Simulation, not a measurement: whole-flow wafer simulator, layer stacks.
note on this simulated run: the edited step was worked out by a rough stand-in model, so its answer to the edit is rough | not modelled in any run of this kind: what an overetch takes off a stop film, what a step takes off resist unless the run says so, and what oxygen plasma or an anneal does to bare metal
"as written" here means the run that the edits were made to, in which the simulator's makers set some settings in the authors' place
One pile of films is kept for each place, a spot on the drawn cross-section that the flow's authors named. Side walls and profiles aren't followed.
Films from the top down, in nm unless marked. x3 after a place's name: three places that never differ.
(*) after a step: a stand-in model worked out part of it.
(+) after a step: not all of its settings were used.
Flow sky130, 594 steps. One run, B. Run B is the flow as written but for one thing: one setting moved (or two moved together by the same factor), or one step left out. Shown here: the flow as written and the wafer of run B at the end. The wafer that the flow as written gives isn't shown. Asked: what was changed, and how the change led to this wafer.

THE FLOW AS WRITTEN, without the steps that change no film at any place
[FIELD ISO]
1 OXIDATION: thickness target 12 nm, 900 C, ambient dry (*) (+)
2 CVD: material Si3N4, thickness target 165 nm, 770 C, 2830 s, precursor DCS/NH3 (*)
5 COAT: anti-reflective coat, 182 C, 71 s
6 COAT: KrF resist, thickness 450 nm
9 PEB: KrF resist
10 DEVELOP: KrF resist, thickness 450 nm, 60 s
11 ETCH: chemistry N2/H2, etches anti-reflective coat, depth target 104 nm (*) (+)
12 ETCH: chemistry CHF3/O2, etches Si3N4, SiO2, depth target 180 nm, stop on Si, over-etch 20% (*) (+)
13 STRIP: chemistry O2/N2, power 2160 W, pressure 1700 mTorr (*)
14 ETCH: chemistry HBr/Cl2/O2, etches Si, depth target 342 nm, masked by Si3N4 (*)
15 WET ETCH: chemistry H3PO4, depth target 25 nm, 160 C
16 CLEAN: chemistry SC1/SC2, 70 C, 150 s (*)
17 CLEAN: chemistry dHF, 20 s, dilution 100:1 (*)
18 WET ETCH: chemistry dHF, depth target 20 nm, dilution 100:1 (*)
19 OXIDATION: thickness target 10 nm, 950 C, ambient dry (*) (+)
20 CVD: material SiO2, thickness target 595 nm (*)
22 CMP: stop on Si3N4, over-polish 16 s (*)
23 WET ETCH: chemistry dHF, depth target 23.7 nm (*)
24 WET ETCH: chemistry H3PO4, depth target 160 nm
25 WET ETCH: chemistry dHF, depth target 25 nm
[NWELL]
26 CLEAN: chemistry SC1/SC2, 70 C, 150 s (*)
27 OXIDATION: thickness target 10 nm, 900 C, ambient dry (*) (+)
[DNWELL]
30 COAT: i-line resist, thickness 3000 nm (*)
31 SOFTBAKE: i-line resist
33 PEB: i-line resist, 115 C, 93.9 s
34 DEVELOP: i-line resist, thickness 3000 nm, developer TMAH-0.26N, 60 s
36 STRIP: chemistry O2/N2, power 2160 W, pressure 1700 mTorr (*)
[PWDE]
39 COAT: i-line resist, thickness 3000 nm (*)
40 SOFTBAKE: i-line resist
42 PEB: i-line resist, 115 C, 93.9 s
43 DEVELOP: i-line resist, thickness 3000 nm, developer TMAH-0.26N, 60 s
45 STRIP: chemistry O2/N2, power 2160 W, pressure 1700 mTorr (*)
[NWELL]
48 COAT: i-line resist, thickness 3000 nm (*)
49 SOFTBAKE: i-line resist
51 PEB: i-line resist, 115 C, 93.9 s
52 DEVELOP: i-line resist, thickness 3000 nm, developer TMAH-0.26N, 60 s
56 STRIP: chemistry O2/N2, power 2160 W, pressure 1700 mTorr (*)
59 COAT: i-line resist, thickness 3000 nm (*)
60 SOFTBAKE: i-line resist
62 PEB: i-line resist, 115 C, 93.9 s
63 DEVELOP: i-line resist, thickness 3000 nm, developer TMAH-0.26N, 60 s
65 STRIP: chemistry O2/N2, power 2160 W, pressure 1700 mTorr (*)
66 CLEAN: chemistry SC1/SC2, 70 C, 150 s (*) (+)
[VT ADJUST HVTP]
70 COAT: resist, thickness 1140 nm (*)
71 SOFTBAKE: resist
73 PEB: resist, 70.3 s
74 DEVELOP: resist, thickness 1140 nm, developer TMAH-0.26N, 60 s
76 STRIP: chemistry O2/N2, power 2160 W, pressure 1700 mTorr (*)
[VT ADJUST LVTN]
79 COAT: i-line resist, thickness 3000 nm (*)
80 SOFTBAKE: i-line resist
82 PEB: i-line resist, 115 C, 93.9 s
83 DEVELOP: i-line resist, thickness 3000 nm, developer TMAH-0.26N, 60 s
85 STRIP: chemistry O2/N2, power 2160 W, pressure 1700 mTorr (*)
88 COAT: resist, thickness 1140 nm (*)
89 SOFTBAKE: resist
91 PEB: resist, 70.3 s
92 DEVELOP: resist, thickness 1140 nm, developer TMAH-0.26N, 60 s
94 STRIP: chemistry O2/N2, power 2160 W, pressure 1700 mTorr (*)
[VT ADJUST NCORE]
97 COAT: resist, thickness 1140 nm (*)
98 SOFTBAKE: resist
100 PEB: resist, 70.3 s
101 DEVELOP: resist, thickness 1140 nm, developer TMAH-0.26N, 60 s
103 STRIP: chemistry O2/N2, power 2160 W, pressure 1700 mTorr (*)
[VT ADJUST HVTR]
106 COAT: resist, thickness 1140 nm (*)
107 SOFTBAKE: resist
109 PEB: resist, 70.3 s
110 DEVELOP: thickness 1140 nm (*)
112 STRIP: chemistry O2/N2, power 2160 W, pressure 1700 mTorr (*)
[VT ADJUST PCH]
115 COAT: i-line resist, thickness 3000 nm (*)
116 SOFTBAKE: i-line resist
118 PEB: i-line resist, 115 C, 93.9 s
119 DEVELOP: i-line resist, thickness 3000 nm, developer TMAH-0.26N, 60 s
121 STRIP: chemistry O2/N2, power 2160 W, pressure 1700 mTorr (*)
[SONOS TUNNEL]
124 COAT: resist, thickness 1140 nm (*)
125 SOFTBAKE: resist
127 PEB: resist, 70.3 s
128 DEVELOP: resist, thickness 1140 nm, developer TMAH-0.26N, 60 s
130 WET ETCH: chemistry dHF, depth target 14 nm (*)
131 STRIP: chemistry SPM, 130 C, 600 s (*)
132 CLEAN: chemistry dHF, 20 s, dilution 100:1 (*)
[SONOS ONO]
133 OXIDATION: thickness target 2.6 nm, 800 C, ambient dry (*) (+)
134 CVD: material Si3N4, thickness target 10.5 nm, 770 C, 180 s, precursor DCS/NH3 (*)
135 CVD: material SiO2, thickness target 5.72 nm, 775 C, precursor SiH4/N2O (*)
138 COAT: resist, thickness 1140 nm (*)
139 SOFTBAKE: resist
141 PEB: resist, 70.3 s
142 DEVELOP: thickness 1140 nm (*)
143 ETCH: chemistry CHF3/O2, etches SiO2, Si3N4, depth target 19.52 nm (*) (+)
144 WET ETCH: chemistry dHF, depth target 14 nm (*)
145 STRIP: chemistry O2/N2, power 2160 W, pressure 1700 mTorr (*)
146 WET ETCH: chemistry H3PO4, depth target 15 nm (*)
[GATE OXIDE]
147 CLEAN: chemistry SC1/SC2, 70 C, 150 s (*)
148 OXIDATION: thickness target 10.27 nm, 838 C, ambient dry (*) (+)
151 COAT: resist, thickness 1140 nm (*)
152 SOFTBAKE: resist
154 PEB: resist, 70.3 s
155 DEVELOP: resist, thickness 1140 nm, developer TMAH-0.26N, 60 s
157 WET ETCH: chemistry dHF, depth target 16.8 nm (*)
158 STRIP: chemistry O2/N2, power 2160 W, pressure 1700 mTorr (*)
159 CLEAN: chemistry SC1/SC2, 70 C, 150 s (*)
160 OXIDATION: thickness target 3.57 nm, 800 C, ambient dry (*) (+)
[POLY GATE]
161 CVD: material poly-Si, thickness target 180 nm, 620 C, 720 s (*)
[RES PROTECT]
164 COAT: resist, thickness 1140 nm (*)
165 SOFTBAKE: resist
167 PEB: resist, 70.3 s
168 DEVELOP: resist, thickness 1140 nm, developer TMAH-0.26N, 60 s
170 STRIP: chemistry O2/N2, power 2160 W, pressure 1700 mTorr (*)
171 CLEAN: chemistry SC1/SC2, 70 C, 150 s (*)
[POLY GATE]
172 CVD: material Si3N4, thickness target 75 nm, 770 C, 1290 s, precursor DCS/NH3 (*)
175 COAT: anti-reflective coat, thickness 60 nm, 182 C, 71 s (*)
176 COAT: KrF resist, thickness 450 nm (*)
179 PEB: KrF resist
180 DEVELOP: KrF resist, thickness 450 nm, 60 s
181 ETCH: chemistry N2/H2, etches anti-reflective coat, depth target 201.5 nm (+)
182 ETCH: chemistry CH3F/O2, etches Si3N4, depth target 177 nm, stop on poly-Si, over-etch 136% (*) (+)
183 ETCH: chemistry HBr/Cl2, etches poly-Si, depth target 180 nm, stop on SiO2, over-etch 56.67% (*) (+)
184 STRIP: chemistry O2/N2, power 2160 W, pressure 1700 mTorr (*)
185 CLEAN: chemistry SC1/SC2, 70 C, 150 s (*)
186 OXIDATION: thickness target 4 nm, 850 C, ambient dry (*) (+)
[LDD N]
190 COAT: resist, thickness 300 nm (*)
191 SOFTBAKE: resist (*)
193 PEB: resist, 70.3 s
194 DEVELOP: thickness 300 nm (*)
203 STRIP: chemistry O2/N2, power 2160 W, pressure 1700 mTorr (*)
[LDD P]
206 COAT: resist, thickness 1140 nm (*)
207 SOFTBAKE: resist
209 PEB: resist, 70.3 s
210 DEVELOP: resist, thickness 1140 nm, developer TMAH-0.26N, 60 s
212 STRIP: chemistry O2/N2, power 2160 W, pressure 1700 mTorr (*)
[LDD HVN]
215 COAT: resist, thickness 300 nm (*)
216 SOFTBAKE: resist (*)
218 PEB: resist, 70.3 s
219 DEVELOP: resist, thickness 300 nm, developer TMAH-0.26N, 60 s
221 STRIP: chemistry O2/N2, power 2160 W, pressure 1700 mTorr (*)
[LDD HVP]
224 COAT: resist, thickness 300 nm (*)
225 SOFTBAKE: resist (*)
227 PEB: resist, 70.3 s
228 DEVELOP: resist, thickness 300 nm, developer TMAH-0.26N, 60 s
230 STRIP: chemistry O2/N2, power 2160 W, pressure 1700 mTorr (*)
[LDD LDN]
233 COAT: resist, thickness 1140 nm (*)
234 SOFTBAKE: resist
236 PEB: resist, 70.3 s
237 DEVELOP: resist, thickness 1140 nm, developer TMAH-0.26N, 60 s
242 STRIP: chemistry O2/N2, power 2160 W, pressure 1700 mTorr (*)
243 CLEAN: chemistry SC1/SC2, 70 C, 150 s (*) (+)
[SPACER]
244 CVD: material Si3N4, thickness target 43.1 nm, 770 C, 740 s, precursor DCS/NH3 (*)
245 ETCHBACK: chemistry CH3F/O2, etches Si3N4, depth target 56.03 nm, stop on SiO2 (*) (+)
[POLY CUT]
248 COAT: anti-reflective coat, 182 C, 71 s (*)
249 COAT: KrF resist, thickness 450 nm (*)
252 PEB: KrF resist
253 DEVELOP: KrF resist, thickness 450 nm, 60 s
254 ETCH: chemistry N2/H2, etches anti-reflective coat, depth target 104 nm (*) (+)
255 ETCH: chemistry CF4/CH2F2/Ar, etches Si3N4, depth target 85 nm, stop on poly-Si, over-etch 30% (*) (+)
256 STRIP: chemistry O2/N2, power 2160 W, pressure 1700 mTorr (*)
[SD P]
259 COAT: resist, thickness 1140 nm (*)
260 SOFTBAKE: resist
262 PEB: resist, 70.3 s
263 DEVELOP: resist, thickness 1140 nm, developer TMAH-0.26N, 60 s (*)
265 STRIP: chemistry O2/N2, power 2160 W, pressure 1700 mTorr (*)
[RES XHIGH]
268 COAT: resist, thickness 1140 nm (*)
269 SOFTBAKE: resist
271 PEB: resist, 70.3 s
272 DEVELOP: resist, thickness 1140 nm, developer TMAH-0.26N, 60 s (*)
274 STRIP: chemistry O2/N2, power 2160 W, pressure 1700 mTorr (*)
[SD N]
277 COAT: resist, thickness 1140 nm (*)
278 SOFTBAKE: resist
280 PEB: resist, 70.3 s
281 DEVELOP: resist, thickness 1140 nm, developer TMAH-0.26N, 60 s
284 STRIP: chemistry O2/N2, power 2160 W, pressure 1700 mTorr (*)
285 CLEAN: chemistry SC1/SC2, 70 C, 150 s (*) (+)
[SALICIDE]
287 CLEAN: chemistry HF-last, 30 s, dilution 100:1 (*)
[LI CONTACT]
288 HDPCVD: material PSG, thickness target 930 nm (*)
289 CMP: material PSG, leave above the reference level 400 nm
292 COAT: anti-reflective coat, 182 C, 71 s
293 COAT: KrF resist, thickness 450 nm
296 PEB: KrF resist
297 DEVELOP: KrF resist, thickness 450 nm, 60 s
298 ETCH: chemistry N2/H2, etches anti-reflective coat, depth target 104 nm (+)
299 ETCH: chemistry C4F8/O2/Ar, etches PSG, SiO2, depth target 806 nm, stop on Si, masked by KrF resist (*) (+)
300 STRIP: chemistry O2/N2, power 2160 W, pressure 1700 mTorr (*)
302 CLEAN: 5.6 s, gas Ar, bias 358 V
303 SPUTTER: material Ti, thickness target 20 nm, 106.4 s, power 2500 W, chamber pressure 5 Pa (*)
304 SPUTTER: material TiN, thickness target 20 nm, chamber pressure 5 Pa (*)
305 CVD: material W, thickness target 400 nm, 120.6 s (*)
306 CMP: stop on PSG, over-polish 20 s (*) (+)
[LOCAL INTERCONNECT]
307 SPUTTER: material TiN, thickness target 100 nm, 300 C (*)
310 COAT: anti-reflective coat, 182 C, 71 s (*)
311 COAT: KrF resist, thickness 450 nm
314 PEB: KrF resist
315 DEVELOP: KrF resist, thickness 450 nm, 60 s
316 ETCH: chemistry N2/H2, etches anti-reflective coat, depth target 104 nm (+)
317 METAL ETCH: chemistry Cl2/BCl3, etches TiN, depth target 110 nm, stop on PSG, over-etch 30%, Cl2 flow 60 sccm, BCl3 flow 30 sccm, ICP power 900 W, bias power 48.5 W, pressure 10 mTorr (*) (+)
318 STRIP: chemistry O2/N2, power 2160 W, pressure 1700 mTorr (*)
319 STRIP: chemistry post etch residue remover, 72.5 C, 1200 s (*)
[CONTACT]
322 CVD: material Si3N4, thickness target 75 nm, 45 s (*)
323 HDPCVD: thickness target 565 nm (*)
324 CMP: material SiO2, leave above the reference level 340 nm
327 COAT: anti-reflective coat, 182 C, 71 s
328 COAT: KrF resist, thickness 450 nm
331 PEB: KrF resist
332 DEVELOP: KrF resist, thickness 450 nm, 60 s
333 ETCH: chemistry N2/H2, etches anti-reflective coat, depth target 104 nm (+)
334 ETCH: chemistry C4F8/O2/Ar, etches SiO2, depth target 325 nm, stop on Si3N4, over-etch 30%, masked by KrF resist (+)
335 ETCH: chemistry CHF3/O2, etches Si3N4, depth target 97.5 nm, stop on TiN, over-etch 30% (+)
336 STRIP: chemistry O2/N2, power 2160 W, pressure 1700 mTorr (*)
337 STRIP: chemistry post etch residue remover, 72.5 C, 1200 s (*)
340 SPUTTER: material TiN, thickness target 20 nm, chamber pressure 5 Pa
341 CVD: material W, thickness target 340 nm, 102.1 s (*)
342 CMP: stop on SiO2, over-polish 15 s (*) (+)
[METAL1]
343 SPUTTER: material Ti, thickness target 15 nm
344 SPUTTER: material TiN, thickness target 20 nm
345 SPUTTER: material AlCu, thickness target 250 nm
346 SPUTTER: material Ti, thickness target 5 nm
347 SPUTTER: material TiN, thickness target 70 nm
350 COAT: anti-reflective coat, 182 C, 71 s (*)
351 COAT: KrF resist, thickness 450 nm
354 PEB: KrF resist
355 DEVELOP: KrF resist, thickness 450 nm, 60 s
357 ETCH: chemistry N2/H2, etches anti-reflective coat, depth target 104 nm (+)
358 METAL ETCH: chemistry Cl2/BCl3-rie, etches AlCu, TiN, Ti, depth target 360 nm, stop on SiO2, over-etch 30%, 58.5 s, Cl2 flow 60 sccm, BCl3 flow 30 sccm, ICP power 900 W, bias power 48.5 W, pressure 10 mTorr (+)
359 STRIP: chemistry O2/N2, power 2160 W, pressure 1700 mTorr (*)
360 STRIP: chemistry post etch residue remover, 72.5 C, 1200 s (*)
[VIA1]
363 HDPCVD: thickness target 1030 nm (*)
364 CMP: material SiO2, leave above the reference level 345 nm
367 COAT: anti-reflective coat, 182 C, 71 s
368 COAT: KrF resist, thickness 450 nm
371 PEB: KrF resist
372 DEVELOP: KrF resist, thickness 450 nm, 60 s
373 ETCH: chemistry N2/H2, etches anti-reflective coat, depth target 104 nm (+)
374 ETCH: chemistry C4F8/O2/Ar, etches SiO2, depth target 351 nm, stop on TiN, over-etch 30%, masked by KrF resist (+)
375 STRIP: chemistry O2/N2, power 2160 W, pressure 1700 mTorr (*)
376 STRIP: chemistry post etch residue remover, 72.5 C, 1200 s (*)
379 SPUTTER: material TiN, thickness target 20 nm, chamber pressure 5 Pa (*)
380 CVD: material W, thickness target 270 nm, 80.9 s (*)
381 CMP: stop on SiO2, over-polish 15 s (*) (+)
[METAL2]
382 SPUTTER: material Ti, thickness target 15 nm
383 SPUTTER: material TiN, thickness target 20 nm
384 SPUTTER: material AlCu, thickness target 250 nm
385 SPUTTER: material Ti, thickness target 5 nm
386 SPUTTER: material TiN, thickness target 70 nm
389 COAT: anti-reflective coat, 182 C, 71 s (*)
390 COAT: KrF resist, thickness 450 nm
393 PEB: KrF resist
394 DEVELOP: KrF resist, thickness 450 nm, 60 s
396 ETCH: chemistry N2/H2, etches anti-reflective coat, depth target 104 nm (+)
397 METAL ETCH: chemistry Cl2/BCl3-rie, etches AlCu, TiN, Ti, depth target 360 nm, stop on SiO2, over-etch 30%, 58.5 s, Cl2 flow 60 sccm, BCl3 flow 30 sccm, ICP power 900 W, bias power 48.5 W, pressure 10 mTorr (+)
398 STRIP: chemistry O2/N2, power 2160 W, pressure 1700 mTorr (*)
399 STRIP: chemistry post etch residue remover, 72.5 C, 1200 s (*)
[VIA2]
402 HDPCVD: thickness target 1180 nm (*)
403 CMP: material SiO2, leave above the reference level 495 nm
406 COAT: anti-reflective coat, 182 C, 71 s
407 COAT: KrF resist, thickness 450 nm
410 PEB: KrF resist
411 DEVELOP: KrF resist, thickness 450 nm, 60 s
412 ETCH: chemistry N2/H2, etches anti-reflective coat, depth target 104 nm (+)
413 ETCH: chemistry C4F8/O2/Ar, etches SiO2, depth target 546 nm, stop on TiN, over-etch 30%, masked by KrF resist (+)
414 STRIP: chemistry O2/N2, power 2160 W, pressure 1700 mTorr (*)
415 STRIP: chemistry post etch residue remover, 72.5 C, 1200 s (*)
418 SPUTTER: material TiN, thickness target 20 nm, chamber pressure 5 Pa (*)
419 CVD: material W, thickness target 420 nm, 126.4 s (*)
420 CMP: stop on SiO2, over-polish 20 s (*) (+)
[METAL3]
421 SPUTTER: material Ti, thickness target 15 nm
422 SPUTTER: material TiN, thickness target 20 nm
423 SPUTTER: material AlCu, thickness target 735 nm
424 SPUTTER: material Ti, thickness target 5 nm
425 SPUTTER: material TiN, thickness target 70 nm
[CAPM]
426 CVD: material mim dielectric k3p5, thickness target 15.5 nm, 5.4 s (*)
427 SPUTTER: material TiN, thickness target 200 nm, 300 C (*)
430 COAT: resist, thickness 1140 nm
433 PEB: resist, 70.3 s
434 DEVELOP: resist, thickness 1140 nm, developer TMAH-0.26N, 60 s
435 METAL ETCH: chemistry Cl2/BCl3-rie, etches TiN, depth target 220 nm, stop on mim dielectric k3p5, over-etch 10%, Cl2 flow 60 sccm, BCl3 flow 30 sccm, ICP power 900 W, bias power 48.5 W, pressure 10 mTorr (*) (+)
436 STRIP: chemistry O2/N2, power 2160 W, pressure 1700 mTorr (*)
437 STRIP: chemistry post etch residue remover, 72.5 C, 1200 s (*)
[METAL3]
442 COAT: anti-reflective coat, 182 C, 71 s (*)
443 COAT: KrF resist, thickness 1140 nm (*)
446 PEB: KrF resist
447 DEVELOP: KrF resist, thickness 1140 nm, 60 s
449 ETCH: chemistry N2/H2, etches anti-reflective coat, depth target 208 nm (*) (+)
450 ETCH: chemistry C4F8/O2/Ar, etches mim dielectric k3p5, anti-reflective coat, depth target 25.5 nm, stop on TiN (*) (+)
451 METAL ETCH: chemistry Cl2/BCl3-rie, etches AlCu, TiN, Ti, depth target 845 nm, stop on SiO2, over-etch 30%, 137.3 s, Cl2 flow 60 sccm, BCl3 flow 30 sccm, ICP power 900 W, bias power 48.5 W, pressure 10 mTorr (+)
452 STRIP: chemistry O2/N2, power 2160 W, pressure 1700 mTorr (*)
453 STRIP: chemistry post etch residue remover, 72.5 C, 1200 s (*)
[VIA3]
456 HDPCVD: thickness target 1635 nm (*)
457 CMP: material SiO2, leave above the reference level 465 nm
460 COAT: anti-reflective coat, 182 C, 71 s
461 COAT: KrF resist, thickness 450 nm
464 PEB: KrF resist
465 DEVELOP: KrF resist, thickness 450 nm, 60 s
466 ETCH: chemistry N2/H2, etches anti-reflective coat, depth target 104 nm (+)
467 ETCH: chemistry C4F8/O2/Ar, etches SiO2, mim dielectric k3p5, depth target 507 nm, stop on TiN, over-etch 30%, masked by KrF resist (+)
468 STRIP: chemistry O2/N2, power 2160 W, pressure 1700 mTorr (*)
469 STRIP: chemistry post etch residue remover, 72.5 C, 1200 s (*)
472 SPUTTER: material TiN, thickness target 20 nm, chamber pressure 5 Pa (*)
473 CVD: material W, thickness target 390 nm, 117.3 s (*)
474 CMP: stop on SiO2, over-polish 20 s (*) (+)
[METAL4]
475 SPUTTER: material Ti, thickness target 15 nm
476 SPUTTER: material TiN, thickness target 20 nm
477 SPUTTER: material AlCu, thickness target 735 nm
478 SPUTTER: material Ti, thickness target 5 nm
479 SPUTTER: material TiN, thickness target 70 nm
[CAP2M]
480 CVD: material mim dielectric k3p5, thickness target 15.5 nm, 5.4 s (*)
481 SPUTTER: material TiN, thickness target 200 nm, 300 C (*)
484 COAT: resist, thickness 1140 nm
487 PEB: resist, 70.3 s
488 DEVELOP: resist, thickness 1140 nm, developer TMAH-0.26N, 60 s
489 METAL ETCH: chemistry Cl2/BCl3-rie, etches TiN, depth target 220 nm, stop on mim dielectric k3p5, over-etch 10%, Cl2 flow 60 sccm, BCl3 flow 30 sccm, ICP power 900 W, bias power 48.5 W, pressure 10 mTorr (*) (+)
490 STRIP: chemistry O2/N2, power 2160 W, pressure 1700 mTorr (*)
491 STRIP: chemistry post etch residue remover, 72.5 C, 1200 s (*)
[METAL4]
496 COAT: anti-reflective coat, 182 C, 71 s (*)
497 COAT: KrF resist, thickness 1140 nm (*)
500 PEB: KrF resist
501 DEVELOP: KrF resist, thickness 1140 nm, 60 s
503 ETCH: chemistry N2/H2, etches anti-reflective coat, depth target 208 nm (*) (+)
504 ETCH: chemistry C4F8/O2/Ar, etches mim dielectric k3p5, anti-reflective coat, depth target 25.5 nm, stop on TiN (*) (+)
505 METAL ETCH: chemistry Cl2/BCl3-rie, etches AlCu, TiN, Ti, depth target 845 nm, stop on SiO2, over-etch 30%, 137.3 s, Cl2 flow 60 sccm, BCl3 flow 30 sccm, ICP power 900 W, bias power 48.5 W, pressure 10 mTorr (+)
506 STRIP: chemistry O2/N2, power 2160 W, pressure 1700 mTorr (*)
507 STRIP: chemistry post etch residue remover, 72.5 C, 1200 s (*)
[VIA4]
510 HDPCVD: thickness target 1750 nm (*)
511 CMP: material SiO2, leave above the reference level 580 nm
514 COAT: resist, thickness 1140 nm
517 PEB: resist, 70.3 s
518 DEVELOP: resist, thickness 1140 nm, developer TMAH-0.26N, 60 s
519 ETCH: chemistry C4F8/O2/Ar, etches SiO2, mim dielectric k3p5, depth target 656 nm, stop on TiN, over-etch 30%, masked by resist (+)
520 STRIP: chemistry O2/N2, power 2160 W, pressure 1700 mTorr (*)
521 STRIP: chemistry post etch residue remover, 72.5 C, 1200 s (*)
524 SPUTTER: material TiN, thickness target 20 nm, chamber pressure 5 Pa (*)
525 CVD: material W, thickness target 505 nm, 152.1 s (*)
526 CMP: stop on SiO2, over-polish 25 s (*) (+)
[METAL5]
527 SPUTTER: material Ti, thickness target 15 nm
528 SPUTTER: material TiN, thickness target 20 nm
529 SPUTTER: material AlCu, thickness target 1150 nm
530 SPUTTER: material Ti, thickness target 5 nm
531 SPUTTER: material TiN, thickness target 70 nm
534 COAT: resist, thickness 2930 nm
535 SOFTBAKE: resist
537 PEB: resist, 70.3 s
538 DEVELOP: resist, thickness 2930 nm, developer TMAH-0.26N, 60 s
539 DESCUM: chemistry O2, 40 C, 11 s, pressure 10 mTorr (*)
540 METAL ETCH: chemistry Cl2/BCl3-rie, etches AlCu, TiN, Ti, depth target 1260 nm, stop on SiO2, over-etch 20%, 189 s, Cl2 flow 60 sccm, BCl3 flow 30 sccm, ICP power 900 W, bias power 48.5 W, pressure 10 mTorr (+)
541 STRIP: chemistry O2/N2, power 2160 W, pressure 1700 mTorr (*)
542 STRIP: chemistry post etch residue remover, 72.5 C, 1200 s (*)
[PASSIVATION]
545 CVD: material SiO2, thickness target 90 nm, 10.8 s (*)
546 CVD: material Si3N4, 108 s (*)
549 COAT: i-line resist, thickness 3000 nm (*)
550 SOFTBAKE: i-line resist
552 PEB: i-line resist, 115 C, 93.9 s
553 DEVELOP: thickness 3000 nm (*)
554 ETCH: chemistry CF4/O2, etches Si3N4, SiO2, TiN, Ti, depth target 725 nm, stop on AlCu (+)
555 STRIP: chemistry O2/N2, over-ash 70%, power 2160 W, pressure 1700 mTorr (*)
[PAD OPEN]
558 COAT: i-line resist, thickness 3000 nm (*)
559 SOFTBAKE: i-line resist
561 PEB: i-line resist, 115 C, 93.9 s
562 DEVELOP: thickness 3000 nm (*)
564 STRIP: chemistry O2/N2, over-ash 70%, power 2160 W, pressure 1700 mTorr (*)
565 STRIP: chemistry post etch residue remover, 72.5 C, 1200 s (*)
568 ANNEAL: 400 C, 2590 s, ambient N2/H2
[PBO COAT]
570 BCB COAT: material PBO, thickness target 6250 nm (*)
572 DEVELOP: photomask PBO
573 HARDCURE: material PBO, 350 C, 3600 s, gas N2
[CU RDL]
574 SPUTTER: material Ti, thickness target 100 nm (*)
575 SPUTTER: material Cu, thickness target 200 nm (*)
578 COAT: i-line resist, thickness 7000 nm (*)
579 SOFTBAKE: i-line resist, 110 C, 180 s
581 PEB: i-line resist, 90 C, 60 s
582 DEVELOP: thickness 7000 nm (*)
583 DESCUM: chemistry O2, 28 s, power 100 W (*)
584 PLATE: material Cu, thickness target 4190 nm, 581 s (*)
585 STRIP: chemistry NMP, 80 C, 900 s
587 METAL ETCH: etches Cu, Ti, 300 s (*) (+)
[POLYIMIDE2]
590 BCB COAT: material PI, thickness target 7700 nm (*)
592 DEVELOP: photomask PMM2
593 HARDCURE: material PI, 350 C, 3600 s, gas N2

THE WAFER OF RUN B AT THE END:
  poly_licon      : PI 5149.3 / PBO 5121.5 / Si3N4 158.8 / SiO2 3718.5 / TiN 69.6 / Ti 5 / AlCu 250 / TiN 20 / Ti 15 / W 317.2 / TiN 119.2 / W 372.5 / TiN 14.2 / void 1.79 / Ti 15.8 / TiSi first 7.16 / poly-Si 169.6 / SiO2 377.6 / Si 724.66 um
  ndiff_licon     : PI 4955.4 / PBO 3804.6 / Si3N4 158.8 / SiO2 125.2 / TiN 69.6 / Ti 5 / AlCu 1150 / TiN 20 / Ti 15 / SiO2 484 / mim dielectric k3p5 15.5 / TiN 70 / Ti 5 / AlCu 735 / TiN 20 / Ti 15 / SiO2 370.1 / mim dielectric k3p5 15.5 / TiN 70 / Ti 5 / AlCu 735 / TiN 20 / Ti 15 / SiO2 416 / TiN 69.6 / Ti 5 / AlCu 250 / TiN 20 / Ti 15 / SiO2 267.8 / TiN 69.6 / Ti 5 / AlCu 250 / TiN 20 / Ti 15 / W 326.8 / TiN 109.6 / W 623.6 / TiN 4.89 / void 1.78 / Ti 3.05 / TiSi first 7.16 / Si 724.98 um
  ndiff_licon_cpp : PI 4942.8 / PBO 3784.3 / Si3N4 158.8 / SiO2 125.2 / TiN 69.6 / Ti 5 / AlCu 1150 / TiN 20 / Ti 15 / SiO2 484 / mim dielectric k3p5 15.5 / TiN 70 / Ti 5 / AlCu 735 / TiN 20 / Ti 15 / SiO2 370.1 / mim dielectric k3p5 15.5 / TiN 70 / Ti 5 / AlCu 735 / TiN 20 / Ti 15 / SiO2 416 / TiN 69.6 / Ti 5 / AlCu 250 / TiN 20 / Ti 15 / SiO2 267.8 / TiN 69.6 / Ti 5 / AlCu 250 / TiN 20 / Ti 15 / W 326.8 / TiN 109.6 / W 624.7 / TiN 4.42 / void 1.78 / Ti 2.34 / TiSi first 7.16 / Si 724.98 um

The cause: step 304, SPUTTER: thickness target 14.2 nm was run, where the flow has thickness target 20 nm.
It can be read off the wafer: poly_licon has TiN 14.2, and step 304 as written asks for 20 nm.

How the change led to this, step by step:
  304 SPUTTER: material TiN, thickness target 20 nm, chamber pressure 5 Pa (*)
      field, active, n_well and 185 more: TiN +14.2 (new film) (as written it would be: TiN +20 (new film))
      ndiff_licon: TiN +4.89 (new film) (as written it would be: TiN +6.83 (new film))
      (and at 2 more places)
  306 CMP: stop on PSG, over-polish 20 s (*) (+)
      field, active, n_well and 184 more: W -400 (all of it), TiN -14.2 (all of it), Ti -20 (all of it), PSG -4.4 (as written it would be: W -400 (all of it), TiN -20 (all of it), Ti -20 (all of it), PSG -4.4)
      poly_licon: W -27.5 (as written it would be: W -33.3)
